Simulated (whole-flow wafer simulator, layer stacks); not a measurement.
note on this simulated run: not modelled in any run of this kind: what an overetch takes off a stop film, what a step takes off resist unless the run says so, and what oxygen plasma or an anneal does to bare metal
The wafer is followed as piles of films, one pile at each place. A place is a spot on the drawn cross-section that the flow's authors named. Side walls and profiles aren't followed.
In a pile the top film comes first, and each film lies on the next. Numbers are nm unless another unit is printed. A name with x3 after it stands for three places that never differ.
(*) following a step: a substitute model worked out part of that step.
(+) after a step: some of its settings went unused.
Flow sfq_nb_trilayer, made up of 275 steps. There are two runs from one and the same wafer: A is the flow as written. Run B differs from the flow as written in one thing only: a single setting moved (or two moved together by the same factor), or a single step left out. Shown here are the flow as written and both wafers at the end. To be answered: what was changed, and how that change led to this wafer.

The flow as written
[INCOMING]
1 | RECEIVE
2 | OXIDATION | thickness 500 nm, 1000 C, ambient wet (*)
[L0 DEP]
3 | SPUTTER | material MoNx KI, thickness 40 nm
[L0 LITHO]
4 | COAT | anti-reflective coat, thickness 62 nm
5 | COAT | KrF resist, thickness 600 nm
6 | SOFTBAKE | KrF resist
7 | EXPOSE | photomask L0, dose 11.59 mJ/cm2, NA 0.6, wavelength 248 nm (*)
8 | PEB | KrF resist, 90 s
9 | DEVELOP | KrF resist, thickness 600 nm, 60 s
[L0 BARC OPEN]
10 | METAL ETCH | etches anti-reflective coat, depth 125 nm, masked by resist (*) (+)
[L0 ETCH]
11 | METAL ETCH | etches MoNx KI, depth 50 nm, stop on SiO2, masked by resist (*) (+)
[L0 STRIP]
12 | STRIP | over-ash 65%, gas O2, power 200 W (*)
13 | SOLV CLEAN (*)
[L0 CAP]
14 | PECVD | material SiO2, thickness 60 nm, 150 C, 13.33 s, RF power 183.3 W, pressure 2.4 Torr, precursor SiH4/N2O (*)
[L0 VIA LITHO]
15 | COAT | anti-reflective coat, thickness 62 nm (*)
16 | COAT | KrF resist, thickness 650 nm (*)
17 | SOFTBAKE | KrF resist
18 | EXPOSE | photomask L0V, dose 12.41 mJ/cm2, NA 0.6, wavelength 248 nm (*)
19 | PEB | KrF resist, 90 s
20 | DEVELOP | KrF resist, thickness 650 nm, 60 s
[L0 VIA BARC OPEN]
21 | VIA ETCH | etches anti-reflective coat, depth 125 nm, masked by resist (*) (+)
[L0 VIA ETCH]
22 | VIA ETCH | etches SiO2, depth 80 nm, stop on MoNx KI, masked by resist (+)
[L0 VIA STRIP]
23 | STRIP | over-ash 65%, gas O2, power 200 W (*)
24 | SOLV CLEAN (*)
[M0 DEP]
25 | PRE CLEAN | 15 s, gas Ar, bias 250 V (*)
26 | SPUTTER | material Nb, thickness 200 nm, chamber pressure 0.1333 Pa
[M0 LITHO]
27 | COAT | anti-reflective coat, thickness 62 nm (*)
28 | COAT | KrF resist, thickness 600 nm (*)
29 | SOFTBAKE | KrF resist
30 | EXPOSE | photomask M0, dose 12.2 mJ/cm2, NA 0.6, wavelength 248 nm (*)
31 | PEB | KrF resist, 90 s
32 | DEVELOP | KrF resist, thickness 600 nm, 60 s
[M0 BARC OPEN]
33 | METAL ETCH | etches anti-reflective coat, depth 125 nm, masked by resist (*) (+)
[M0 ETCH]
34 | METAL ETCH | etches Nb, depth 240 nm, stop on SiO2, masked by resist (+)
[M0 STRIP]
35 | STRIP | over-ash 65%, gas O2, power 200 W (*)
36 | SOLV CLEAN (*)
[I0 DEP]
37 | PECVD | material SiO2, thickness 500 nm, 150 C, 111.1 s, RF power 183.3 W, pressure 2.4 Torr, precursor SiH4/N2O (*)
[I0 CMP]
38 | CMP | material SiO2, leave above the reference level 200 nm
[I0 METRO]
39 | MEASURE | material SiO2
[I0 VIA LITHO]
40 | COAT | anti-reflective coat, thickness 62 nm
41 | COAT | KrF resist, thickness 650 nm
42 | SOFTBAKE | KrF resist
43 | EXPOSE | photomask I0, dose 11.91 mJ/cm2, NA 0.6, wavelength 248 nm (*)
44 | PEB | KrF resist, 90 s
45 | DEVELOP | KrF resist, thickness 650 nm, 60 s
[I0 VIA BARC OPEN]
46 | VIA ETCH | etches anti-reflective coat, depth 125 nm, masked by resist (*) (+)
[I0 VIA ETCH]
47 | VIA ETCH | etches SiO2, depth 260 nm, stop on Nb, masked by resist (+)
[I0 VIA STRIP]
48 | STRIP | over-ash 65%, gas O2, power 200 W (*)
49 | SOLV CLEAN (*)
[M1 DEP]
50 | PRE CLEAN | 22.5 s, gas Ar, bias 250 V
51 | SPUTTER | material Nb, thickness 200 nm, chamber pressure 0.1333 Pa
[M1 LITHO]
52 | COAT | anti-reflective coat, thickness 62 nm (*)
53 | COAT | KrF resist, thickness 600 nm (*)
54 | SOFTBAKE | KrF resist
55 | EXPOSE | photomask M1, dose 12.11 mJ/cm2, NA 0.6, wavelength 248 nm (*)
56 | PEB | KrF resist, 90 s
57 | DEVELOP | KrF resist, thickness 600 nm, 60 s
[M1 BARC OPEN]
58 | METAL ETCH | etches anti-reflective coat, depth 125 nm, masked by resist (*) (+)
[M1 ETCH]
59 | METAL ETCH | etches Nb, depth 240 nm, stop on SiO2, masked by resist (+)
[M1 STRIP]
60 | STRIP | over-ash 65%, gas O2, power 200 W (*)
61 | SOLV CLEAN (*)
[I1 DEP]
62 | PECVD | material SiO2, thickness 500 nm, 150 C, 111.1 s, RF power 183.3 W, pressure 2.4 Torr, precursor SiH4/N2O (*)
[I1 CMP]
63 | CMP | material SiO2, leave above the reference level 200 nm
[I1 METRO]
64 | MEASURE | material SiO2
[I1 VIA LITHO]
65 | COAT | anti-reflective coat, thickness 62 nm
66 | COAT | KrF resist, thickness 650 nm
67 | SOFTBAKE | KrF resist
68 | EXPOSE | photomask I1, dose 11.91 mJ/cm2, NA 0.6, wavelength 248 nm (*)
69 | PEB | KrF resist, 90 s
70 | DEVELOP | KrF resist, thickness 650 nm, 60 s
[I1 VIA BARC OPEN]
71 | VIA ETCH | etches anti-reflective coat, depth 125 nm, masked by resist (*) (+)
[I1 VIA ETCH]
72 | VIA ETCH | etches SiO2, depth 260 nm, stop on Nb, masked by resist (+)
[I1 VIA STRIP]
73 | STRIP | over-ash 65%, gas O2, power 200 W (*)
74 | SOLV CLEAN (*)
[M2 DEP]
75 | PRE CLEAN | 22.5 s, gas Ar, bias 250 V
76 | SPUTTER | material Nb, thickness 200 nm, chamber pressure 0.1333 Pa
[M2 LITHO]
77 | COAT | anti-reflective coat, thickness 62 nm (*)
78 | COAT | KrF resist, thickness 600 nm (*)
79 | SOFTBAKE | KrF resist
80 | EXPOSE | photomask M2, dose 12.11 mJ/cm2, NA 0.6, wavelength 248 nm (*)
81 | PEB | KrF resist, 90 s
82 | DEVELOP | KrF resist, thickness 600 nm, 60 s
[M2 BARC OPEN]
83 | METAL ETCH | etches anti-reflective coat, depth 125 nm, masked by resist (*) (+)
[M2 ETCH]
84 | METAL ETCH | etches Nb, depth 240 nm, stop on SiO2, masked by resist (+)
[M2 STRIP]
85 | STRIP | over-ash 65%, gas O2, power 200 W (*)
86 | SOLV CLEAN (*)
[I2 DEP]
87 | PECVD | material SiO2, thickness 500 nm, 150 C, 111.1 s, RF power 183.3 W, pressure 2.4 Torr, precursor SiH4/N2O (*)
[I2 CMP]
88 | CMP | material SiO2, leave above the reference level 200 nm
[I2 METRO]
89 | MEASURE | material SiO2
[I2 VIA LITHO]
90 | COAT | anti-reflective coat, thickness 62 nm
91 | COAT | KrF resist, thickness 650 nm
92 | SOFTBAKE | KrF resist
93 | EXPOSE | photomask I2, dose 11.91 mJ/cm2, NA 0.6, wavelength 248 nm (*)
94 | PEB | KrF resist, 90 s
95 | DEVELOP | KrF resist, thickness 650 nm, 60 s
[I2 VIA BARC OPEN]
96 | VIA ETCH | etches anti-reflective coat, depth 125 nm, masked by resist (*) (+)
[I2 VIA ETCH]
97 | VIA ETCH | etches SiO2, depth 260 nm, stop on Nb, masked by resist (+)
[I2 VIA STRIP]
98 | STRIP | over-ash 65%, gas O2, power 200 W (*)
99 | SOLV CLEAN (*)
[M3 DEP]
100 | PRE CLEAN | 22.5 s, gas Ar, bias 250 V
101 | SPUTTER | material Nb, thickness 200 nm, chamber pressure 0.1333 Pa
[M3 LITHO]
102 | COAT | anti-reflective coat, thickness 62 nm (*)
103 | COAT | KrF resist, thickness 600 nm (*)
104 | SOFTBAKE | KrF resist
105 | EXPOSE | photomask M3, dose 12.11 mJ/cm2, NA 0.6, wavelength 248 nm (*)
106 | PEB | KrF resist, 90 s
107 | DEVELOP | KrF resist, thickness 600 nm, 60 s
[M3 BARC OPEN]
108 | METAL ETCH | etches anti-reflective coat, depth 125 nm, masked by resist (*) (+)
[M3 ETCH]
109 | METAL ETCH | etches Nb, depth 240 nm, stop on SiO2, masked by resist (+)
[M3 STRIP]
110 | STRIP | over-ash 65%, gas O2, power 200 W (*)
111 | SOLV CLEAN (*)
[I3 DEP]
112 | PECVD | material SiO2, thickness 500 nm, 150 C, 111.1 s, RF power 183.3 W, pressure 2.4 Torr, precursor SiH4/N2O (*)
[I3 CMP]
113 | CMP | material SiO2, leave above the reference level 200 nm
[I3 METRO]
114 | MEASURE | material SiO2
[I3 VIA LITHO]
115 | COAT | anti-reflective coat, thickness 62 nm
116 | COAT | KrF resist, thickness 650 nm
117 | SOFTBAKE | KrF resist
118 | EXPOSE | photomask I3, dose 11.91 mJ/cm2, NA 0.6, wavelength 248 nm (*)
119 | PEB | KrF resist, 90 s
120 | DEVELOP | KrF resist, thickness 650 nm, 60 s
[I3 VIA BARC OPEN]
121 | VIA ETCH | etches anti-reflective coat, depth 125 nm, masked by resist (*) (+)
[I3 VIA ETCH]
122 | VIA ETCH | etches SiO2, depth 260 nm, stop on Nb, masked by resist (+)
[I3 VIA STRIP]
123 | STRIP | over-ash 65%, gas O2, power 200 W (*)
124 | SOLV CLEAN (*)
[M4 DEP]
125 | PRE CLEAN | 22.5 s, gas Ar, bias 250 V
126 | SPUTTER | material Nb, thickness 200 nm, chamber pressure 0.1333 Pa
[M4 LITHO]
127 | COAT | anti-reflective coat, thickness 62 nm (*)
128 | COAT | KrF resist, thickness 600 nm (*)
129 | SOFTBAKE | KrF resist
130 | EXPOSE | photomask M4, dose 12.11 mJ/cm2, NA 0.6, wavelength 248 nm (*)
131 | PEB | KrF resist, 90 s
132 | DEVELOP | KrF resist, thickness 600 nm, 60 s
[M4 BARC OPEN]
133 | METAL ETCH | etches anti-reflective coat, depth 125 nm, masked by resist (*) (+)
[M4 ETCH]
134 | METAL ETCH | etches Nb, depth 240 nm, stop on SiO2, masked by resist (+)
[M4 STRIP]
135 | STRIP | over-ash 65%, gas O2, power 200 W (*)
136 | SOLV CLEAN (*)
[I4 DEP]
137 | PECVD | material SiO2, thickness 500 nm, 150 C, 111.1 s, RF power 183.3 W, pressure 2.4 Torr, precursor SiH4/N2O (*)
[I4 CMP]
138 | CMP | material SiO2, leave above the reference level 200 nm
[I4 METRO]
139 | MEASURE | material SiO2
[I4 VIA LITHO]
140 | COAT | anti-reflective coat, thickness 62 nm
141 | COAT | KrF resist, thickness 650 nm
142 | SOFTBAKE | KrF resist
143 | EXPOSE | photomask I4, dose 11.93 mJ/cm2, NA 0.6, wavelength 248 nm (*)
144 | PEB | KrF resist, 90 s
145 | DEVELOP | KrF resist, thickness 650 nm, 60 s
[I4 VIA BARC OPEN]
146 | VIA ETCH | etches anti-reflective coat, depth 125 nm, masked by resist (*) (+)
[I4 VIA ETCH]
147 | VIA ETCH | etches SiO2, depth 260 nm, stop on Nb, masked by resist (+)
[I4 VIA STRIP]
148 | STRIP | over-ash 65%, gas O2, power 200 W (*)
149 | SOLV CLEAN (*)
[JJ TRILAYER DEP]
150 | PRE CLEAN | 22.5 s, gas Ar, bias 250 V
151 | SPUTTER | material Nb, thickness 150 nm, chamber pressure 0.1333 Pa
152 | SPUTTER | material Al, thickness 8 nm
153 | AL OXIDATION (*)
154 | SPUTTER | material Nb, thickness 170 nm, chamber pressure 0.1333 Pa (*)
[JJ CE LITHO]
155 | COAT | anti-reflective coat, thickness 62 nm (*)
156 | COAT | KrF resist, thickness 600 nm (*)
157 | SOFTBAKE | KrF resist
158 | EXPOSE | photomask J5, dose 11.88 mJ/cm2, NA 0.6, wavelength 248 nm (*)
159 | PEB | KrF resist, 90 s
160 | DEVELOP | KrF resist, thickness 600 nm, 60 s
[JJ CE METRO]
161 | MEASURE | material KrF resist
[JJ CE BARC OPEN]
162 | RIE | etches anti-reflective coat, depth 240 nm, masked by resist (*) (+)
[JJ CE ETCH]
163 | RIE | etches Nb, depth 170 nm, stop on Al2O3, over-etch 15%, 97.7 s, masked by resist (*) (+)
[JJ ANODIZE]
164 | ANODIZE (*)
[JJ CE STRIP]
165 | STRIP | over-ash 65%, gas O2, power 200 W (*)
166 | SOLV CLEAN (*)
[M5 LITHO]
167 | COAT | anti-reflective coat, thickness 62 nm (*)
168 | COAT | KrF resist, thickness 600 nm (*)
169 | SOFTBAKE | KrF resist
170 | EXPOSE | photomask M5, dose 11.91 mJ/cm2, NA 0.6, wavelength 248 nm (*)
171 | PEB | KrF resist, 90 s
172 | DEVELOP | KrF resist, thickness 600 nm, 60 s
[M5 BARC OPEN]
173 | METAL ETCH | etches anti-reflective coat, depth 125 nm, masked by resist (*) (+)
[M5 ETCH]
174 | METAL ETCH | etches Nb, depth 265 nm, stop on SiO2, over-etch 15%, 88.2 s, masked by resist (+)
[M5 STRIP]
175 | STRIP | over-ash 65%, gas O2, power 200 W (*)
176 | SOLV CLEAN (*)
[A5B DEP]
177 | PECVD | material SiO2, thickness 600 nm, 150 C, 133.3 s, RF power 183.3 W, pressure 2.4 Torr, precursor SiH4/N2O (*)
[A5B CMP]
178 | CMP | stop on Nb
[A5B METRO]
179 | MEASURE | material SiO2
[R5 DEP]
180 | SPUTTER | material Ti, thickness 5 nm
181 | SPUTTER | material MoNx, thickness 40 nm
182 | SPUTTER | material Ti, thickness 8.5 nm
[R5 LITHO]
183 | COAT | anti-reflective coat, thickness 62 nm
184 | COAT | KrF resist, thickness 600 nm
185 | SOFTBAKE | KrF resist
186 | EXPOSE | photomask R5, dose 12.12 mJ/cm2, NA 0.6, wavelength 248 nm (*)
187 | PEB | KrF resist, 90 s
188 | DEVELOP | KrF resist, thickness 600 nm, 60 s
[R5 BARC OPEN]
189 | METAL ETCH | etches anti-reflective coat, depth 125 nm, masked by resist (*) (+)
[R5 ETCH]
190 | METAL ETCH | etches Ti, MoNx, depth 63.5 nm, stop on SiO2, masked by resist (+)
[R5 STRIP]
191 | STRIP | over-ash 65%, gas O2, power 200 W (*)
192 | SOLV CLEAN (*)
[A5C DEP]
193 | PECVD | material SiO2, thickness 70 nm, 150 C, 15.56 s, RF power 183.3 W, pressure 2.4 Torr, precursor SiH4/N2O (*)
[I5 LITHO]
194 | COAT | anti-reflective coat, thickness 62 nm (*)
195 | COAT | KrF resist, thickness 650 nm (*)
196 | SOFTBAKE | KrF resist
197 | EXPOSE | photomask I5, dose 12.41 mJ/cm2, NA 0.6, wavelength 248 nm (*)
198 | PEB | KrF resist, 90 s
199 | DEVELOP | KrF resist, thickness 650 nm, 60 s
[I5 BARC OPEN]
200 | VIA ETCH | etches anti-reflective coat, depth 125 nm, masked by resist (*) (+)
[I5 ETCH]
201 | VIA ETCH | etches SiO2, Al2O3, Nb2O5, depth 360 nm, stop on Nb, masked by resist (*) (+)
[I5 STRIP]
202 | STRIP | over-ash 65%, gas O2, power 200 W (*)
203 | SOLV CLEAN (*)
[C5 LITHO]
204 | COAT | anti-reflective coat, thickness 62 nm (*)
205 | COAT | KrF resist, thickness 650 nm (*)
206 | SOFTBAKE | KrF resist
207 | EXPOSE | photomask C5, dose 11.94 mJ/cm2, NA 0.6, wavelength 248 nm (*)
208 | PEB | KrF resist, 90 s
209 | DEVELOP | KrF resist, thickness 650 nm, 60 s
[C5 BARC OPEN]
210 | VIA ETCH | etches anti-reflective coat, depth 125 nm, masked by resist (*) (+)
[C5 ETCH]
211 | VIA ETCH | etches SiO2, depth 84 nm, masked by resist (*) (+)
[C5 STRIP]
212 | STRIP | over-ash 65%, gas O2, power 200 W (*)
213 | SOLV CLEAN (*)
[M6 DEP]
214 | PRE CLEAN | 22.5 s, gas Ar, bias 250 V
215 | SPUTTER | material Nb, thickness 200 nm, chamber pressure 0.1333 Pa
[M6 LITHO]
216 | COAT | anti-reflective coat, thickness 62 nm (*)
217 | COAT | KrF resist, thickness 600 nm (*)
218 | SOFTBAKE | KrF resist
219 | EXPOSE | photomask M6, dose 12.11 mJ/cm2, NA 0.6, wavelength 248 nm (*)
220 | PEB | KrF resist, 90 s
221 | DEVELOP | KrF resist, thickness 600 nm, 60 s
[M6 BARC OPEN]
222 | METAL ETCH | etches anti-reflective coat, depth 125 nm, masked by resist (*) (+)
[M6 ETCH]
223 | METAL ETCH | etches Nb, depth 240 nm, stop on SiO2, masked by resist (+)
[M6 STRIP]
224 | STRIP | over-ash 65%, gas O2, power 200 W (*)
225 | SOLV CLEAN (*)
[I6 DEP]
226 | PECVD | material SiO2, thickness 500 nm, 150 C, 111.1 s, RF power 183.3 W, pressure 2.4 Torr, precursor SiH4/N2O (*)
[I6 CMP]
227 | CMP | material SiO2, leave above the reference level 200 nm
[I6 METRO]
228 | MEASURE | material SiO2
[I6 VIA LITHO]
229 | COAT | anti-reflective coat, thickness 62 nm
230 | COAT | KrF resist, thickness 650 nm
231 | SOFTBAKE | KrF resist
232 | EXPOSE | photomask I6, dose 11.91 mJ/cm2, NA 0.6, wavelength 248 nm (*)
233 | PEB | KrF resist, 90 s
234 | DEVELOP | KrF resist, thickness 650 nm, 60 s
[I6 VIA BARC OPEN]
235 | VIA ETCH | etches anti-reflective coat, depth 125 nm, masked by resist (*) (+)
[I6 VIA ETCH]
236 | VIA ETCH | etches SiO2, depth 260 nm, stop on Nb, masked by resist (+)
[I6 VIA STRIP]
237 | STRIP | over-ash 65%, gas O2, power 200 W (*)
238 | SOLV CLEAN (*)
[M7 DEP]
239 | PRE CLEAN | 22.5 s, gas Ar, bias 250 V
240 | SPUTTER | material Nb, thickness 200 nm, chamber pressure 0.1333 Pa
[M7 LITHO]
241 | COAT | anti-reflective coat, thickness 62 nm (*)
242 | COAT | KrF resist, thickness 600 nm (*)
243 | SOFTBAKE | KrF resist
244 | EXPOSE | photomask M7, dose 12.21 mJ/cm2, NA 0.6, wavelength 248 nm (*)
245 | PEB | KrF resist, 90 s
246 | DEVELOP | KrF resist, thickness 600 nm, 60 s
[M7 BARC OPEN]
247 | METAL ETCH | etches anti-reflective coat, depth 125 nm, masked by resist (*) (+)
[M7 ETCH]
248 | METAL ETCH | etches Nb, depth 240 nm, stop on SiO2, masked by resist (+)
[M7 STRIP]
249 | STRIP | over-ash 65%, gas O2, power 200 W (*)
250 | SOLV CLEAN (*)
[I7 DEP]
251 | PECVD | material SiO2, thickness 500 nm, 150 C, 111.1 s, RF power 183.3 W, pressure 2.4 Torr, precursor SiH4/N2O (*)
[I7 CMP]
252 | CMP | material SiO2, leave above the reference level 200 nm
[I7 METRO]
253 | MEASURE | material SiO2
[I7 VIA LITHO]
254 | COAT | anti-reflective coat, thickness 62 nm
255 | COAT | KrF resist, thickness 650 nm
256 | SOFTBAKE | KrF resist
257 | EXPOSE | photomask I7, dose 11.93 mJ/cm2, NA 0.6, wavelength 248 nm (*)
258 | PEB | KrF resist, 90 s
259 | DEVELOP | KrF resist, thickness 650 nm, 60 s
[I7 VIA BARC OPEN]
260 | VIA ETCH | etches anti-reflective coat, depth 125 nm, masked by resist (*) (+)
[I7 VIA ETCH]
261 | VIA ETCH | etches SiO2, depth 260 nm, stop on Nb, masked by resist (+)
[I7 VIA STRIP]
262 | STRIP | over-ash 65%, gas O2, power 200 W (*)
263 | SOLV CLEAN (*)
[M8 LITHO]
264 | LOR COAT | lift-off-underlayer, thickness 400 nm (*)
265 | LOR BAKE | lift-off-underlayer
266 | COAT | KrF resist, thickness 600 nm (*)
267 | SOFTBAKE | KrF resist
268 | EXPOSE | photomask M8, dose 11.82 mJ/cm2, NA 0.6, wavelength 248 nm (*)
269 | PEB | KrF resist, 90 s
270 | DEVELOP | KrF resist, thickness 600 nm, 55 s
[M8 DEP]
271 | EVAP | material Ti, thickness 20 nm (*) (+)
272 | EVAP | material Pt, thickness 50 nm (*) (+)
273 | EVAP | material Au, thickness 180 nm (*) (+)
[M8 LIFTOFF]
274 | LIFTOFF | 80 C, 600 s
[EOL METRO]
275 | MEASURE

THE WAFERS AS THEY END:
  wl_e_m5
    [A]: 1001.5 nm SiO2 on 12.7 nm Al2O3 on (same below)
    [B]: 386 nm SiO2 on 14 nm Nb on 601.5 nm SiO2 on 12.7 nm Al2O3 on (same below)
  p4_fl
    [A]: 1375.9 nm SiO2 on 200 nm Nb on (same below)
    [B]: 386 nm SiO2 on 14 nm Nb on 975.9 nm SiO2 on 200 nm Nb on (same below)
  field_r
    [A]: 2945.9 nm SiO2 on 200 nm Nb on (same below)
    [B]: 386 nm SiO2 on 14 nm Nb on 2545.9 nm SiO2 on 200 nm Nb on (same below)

Cause: step 248, METAL ETCH: depth 186 nm was run, though the flow has depth 240 nm.

How this came from the change, step by step:
  248 | METAL ETCH | etches Nb, depth 240 nm, stop on SiO2, masked by resist (+)
      field_l, field_r, lsp_l and 62 more: A Nb loses 200 (all of it) | B Nb loses 186
      v_sur, via_wl, via_w and 38 more: A KrF resist loses 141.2 | B KrF resist loses 109.4
  249 | STRIP | over-ash 65%, gas O2, power 200 W (*)
      wl_j_sl, wl_jj, wl_j_sr and 14 more: A KrF resist loses 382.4 (all of it), anti-reflective coat loses 62 (all of it) | B KrF resist loses 414.1 (all of it), anti-reflective coat loses 62 (all of it)
      ln_m5, lsp_m, ln_m6, lsp_r: A KrF resist loses 381.9 (all of it), anti-reflective coat loses 61.8 (all of it) | B KrF resist loses 413.7 (all of it), anti-reflective coat loses 61.8 (all of it)
      (as well as at 20 more places)
  251 | PECVD | material SiO2, thickness 500 nm, 150 C, 111.1 s, RF power 183.3 W, pressure 2.4 Torr, precursor SiH4/N2O (*)
      field_l, p4_fl, p4_fm and 56 more: A SiO2 gains 500 | B SiO2 gains 500 (new film)
      field_r, lsp_l: A SiO2 gains 477.7 | B SiO2 gains 479.2 (new film)
      (as well as at 4 more places)
  252 | CMP | material SiO2, leave above the reference level 200 nm
      field_l, p4_fl, p4_fm and 56 more: A SiO2 loses 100 | B SiO2 loses 114
      field_r, lsp_l: A SiO2 loses 77.7 | B SiO2 loses 93.2
      (as well as at 2 more places)
With metal films that touch counted as one body, wl_e_m5 has 7 bodies (between them, from the top down: SiO2 601.5 / Al2O3 12.7 / Nb2O5 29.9; SiO2 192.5; SiO2 192.5; SiO2 192.5; SiO2 192.5; SiO2 192.5); the flow as written gives 6 bodies (between them, from the top down: SiO2 192.5; SiO2 192.5; SiO2 192.5; SiO2 192.5; SiO2 192.5).
With metal films that touch counted as one body, p4_fl has 3 bodies (between them, from the top down: SiO2 975.9; SiO2 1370); the flow as written gives 2 bodies (between them, from the top down: SiO2 1370).
With metal films that touch counted as one body, field_r has 2 bodies (between them, from the top down: SiO2 2545.9); the flow as written gives 1 body.
